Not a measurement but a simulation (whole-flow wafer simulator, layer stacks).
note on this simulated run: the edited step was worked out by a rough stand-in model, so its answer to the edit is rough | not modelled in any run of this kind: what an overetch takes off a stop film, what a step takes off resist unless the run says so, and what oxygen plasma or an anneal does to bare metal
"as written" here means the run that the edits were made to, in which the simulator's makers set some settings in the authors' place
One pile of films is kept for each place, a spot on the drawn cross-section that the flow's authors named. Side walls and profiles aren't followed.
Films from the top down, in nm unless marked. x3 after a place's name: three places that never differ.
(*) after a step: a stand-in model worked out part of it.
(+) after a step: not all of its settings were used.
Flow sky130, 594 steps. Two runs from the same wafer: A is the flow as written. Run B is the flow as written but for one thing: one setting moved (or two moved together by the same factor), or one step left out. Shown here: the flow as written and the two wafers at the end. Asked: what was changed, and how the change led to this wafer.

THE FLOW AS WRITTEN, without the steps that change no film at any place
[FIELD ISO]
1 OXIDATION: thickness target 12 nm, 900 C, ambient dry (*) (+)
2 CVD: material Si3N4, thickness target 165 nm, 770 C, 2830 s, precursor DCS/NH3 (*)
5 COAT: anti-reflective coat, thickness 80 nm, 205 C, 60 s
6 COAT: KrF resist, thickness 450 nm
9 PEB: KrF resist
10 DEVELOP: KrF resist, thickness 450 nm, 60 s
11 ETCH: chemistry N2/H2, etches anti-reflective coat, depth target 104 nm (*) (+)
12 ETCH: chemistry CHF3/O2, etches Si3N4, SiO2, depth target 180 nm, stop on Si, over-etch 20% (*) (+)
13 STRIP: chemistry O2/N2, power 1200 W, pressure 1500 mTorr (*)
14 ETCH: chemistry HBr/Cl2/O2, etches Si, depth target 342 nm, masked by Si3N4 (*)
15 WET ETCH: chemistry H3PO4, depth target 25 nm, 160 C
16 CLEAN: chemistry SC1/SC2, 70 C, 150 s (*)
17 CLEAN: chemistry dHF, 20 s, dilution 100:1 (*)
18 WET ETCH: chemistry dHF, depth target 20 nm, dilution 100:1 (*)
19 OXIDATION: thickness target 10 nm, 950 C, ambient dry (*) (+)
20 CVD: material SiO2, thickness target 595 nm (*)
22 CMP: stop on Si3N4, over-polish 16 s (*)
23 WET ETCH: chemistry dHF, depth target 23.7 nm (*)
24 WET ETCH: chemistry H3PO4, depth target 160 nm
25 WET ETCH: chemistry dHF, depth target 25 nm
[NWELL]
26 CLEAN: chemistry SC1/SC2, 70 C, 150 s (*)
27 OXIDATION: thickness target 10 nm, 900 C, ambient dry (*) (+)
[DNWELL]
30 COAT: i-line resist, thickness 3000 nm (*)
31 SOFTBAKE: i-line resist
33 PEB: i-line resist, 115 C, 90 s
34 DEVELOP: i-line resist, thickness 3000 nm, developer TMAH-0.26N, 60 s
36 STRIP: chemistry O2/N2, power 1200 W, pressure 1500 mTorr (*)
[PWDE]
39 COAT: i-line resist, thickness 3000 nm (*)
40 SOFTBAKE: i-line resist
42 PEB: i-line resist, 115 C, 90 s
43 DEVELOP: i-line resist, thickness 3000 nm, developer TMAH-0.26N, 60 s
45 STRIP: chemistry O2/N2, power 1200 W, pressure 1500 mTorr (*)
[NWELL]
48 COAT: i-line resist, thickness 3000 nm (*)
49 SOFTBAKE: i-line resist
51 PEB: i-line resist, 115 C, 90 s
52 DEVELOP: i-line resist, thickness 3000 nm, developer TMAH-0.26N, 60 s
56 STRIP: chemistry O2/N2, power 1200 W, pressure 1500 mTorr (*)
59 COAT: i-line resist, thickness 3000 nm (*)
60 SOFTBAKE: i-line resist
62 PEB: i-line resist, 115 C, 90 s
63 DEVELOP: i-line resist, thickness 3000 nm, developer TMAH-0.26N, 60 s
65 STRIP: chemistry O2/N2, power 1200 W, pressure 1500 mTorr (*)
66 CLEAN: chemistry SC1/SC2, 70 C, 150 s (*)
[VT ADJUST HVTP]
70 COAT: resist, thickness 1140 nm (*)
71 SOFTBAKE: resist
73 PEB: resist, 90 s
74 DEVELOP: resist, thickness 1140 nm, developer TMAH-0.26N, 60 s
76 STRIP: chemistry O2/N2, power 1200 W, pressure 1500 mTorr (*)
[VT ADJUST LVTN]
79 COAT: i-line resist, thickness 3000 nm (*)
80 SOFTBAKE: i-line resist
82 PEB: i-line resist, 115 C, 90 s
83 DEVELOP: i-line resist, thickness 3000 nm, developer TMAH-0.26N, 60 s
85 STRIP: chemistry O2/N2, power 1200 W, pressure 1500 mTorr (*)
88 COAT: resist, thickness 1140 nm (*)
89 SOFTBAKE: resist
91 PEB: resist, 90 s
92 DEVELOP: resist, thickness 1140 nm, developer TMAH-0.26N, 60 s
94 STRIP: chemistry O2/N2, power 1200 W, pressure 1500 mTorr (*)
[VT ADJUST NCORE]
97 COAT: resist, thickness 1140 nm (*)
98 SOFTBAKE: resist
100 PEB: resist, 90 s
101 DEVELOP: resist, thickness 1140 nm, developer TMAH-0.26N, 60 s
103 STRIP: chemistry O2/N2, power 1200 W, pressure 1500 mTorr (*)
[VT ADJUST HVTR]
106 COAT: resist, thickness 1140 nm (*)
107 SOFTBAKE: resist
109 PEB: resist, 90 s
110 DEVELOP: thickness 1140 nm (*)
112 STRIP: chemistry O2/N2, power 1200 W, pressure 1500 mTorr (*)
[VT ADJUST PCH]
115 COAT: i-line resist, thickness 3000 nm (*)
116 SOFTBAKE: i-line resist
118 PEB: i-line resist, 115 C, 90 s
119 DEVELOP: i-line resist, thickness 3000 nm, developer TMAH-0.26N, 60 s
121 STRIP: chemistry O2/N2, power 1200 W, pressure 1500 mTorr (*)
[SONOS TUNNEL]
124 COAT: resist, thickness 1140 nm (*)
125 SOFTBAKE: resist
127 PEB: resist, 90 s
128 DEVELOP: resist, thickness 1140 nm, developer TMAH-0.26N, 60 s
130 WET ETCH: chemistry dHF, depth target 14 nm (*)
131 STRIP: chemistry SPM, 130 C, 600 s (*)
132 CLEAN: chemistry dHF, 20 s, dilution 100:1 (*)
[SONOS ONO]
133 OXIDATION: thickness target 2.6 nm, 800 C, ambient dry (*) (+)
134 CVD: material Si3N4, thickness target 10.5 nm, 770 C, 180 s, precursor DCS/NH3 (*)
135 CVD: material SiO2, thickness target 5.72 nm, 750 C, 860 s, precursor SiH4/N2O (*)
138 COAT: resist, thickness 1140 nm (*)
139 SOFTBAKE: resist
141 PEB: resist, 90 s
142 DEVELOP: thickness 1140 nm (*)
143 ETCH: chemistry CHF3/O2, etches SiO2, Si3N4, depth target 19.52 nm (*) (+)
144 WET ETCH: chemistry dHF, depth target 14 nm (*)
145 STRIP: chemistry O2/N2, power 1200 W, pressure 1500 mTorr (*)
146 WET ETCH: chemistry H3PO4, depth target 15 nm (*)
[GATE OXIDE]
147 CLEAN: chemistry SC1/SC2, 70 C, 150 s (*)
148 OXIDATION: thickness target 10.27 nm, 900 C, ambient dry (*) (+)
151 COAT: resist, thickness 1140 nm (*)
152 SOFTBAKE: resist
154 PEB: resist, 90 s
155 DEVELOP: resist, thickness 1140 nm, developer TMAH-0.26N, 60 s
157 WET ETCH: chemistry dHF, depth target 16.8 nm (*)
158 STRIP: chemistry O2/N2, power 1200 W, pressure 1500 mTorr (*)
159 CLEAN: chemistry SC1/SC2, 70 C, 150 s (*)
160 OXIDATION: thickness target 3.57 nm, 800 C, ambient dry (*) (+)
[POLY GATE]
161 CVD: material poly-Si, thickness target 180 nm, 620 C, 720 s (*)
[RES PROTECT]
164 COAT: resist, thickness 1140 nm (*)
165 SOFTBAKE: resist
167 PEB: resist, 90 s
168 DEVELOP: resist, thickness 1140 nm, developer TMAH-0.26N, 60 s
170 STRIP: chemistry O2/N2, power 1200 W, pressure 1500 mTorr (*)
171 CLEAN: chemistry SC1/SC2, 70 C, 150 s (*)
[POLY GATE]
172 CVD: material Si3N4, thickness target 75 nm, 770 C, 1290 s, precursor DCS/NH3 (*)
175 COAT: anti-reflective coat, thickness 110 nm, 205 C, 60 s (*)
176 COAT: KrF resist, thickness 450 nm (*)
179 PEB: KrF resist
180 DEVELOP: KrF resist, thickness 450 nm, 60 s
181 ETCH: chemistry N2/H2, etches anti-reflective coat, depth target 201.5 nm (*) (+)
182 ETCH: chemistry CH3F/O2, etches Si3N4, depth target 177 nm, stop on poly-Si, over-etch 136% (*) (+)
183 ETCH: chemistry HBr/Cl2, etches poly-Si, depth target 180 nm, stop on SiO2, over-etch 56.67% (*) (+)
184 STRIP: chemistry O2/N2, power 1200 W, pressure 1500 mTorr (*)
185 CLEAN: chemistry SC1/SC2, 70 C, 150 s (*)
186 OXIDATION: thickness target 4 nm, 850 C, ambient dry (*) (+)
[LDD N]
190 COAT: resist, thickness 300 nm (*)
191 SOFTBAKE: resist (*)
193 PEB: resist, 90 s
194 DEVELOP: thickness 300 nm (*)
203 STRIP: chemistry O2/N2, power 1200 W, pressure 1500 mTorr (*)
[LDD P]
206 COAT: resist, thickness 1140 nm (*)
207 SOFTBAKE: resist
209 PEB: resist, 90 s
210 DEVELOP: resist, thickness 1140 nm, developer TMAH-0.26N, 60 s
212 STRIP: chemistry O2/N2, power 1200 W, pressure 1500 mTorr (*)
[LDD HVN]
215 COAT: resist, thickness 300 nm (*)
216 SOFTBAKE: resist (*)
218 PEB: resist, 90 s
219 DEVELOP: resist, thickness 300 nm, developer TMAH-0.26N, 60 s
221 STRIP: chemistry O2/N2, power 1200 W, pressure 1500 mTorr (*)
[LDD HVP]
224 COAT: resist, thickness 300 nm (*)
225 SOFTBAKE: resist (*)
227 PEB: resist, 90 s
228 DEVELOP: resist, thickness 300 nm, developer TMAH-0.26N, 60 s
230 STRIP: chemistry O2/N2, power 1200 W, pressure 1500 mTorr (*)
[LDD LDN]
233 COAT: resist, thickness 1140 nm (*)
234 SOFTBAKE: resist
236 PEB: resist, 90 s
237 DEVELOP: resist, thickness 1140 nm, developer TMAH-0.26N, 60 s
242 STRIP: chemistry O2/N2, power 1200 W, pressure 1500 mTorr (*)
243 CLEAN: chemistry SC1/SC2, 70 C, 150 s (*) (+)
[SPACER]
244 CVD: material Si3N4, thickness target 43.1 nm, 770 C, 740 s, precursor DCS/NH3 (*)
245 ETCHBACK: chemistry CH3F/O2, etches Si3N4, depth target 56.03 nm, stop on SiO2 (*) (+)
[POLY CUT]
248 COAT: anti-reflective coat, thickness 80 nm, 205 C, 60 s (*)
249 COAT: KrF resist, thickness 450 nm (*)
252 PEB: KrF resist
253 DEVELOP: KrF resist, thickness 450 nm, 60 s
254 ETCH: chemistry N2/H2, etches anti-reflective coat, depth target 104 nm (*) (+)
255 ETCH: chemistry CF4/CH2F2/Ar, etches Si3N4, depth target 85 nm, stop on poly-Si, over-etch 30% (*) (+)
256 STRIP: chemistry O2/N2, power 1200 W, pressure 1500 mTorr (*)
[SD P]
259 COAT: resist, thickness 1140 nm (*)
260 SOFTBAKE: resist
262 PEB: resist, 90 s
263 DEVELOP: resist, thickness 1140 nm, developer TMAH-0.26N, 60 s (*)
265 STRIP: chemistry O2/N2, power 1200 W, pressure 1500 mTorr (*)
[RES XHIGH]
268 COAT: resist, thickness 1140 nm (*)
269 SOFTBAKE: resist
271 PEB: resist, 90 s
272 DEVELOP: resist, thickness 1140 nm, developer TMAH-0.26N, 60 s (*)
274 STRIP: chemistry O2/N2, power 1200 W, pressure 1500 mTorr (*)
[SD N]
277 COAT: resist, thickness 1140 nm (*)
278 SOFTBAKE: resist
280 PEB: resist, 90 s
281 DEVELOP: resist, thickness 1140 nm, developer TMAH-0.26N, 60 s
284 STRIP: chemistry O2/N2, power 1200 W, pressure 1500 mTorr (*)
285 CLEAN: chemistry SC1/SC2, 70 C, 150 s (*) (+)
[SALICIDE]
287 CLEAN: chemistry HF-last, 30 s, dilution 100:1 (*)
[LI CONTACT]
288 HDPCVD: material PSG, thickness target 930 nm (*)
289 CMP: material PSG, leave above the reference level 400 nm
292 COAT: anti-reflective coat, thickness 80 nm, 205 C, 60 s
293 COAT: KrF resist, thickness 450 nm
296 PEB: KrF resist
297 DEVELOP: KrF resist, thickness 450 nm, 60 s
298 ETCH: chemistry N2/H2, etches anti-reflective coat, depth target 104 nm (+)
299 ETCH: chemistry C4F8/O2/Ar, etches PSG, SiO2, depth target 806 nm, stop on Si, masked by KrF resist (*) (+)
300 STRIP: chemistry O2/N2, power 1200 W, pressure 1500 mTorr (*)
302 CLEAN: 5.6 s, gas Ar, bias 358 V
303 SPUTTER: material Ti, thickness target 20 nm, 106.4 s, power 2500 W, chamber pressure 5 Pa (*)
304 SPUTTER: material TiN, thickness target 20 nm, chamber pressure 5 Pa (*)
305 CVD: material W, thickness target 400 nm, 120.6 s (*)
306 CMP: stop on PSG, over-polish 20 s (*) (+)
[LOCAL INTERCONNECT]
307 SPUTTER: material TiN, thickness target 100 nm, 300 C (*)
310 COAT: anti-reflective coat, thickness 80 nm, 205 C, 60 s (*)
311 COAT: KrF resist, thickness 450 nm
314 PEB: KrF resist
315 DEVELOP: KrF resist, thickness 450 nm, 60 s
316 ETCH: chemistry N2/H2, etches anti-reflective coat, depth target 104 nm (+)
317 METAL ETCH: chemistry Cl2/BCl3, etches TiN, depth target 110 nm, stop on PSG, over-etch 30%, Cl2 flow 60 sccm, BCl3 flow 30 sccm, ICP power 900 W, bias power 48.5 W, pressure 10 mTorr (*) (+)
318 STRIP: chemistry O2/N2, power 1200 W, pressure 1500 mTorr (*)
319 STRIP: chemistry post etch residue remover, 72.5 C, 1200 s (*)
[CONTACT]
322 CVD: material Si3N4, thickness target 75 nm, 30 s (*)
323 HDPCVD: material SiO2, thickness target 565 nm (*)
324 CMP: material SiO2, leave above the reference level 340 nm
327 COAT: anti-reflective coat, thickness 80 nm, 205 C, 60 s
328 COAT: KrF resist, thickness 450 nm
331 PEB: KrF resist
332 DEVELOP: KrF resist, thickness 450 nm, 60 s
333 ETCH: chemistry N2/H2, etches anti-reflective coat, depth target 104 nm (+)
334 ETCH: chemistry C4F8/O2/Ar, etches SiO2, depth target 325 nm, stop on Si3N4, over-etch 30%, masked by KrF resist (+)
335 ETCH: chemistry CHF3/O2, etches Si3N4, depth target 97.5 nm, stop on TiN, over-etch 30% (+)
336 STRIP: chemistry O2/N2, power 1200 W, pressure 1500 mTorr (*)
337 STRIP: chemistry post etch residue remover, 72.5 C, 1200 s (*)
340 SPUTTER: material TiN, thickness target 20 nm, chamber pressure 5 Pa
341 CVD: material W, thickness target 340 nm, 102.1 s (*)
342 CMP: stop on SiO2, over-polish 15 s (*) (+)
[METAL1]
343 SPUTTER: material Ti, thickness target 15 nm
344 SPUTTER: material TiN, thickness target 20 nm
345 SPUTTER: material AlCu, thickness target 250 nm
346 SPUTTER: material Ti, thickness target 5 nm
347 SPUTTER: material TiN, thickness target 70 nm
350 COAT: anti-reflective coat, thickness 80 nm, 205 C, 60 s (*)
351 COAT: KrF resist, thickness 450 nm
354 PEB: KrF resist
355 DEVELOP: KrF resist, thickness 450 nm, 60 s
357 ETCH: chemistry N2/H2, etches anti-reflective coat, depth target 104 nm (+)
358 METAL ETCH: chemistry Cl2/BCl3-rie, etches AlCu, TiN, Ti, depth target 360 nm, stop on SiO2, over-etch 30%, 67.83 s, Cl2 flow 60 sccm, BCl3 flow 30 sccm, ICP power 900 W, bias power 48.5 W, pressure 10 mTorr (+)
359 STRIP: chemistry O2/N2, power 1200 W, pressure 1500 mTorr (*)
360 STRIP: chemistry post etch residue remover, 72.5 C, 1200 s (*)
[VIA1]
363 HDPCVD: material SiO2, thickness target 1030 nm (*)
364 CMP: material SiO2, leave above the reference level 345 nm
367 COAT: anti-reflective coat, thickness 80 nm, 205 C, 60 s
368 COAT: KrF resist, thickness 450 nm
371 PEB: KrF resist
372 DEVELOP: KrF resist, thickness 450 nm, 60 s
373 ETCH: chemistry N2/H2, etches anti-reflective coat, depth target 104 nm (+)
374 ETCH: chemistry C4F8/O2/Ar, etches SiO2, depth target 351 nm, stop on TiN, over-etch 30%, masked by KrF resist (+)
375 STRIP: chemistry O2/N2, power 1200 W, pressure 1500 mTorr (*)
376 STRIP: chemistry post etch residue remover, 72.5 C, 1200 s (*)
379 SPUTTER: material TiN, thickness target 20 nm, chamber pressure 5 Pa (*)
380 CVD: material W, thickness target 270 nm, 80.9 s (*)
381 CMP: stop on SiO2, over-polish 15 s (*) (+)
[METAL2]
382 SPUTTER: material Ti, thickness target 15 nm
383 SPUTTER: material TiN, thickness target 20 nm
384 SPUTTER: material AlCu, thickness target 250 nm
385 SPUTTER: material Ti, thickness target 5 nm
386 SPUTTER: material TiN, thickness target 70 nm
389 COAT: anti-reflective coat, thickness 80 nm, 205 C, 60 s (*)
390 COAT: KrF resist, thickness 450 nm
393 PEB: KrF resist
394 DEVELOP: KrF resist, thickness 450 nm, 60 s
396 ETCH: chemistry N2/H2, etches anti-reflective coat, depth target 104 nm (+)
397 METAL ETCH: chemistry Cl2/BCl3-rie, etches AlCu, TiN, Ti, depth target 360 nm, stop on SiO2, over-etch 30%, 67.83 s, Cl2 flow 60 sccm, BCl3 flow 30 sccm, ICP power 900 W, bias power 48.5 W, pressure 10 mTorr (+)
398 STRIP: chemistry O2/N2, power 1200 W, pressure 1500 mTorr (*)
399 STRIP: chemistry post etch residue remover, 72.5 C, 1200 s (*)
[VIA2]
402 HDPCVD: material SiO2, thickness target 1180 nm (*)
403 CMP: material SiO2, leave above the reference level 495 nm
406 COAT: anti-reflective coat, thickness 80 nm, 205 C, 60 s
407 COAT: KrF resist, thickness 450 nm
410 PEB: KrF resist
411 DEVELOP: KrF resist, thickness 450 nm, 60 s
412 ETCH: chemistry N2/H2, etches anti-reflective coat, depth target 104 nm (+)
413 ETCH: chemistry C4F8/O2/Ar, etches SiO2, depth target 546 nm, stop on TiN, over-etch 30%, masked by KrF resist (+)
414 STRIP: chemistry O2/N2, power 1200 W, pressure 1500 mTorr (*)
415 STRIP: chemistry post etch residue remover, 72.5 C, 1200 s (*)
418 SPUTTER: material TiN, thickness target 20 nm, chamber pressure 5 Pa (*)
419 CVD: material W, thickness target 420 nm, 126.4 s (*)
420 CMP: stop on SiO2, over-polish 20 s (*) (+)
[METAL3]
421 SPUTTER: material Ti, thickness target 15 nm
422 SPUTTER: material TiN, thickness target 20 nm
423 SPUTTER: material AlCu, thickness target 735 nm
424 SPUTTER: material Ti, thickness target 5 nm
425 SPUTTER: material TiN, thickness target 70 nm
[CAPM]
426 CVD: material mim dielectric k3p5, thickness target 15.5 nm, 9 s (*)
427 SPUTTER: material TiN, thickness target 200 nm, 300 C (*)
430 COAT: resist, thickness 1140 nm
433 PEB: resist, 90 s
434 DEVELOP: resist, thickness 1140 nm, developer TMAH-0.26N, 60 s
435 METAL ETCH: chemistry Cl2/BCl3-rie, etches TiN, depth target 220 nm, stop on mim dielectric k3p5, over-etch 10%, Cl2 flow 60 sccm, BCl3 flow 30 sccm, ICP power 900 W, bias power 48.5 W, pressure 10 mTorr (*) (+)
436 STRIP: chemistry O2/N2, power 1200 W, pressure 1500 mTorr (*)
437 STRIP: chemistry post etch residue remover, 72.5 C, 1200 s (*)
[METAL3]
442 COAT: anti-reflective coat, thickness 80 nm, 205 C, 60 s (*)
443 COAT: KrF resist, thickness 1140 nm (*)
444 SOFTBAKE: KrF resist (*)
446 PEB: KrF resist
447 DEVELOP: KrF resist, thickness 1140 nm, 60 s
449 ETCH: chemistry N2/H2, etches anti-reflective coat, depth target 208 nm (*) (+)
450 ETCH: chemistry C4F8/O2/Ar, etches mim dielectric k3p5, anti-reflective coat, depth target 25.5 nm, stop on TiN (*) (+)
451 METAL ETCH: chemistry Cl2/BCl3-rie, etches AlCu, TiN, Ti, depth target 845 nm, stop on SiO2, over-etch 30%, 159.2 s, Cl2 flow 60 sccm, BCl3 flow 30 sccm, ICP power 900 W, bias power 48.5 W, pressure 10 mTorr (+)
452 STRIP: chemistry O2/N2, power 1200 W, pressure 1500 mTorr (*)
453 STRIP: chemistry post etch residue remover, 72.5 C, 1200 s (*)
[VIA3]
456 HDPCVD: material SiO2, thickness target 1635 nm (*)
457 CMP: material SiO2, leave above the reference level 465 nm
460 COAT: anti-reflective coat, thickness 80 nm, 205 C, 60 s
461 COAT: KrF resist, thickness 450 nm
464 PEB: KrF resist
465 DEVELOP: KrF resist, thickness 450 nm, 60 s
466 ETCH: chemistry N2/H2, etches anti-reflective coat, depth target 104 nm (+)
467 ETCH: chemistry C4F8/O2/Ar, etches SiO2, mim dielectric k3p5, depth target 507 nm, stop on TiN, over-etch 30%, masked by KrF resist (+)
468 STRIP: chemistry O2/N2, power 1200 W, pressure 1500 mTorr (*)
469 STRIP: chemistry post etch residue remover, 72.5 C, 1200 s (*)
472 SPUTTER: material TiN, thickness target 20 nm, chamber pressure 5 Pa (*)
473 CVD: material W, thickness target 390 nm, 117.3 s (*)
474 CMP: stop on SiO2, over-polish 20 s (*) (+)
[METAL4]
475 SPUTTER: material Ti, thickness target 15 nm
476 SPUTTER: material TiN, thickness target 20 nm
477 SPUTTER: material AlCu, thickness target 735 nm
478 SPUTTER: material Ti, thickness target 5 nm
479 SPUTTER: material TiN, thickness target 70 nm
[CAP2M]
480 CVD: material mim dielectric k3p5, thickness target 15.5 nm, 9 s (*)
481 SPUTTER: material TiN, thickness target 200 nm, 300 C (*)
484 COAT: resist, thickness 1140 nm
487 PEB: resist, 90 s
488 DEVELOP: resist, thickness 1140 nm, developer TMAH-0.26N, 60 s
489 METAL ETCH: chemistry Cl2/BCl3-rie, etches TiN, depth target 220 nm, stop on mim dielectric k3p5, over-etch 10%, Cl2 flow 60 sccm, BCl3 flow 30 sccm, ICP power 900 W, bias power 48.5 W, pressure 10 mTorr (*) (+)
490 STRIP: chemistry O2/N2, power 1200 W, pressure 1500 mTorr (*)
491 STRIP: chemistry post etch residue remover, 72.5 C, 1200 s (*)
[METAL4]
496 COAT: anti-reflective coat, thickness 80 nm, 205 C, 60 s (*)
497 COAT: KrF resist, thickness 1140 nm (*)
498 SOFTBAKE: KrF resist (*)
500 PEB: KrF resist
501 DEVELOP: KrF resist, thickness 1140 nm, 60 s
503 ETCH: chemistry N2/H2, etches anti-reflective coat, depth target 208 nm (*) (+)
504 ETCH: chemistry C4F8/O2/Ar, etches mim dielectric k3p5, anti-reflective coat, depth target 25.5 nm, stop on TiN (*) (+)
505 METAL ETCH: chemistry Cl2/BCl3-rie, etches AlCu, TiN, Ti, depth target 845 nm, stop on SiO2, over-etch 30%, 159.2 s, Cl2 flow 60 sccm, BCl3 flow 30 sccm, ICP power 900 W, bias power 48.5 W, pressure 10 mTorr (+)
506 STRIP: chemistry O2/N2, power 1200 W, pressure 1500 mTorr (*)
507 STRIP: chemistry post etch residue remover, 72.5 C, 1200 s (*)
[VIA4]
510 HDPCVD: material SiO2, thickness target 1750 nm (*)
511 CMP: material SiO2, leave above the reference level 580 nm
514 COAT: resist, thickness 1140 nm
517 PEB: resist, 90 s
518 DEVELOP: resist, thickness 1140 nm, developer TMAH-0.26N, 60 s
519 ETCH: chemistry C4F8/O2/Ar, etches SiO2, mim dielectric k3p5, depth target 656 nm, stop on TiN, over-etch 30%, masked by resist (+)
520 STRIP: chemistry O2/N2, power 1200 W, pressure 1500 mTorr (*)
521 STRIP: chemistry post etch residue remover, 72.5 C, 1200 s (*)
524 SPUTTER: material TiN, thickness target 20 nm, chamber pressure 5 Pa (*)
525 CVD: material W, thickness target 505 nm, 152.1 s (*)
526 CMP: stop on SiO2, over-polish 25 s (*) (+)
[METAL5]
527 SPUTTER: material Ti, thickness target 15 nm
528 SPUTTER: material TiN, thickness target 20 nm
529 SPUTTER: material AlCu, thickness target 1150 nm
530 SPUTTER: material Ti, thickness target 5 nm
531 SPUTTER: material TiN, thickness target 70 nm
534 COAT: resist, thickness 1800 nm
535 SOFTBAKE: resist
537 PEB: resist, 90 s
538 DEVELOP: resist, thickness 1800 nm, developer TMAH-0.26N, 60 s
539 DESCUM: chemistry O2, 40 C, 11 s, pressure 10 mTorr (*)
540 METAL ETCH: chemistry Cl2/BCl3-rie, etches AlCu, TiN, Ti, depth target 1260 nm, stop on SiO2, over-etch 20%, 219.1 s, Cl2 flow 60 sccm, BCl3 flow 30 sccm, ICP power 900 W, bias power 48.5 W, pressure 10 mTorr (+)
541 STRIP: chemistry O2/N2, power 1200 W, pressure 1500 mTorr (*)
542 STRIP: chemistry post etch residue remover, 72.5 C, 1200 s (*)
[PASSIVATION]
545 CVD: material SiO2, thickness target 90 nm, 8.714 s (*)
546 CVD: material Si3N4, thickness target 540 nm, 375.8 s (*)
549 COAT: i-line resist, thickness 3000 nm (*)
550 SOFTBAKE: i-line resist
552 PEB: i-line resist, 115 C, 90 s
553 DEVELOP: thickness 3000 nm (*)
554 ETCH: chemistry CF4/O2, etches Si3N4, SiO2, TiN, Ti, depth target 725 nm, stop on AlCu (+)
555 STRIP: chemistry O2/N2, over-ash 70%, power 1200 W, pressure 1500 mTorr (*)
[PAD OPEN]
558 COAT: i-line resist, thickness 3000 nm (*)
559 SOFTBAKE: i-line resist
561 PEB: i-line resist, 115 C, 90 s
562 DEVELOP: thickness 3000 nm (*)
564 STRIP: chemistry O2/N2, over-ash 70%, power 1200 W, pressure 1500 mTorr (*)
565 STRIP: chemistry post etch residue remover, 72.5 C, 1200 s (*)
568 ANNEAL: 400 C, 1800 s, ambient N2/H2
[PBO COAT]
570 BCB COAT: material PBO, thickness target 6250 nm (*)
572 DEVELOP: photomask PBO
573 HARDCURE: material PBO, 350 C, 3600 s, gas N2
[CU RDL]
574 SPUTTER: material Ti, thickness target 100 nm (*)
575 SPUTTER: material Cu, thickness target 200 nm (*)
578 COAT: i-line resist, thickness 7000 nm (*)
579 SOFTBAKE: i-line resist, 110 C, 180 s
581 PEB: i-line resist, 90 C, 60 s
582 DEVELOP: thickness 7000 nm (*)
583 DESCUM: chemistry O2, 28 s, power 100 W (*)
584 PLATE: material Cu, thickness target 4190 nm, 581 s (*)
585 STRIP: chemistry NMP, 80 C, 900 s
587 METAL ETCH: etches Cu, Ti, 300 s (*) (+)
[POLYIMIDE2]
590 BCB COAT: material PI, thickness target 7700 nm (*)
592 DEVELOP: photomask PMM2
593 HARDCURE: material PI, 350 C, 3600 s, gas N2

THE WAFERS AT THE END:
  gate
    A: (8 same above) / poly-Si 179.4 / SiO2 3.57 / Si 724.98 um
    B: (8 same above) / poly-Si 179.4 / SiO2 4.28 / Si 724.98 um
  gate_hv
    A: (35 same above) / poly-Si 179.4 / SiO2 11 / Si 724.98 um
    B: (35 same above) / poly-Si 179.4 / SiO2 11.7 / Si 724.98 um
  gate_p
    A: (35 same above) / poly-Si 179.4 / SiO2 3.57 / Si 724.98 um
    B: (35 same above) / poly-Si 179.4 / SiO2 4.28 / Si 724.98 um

The cause: step 160, OXIDATION: thickness target 4.28 nm was run, where the flow has thickness target 3.57 nm.
It can be read off the wafer: gate has SiO2 4.28, and step 160 as written asks for 3.57 nm.

How the change led to this, step by step:
  160 OXIDATION: thickness target 3.57 nm, 800 C, ambient dry (*) (+)
      active, n_well, p_well and 58 more: A SiO2 +3.57 (new film), chemical SiO2 -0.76 (all of it), Si -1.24 | B SiO2 +4.28 (new film), chemical SiO2 -0.76 (all of it), Si -1.55
      gate_hv, m1, pad and 37 more: A SiO2 +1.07, Si -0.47 | B SiO2 +1.74, Si -0.77
  175 COAT: anti-reflective coat, thickness 110 nm, 205 C, 60 s (*)
      rpm_encl, rpm_encl_psd: A anti-reflective coat +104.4 (new film) | B anti-reflective coat +108.5 (new film)
  181 ETCH: chemistry N2/H2, etches anti-reflective coat, depth target 201.5 nm (*) (+)
      rpm_encl, rpm_encl_psd: A anti-reflective coat -104.4 (all of it), Si3N4 -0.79 | B anti-reflective coat -108.5 (all of it), Si3N4 -0.73
  248 COAT: anti-reflective coat, thickness 80 nm, 205 C, 60 s (*)
      gate_p_g5v0: A anti-reflective coat +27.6 (new film) | B anti-reflective coat +28.2 (new film)
      poly_endcap_nw: A anti-reflective coat +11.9 (new film) | B anti-reflective coat +12.5 (new film)
  256 STRIP: chemistry O2/N2, power 1200 W, pressure 1500 mTorr (*)
      gate_p_g5v0: A KrF resist -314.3 (all of it), anti-reflective coat -27.6 (all of it) | B KrF resist -313.9 (all of it), anti-reflective coat -28.2 (all of it)
      poly_endcap_nw: A KrF resist -291.9 (all of it), anti-reflective coat -11.9 (all of it) | B KrF resist -291.6 (all of it), anti-reflective coat -12.5 (all of it)
  299 ETCH: chemistry C4F8/O2/Ar, etches PSG, SiO2, depth target 806 nm, stop on Si, masked by KrF resist (*) (+)
      contact, ndiff_licon, ndiff_licon_cpp: A PSG -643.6 (all of it), SiO2 -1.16 (all of it) | B PSG -643.6 (all of it), SiO2 -1.74 (all of it)
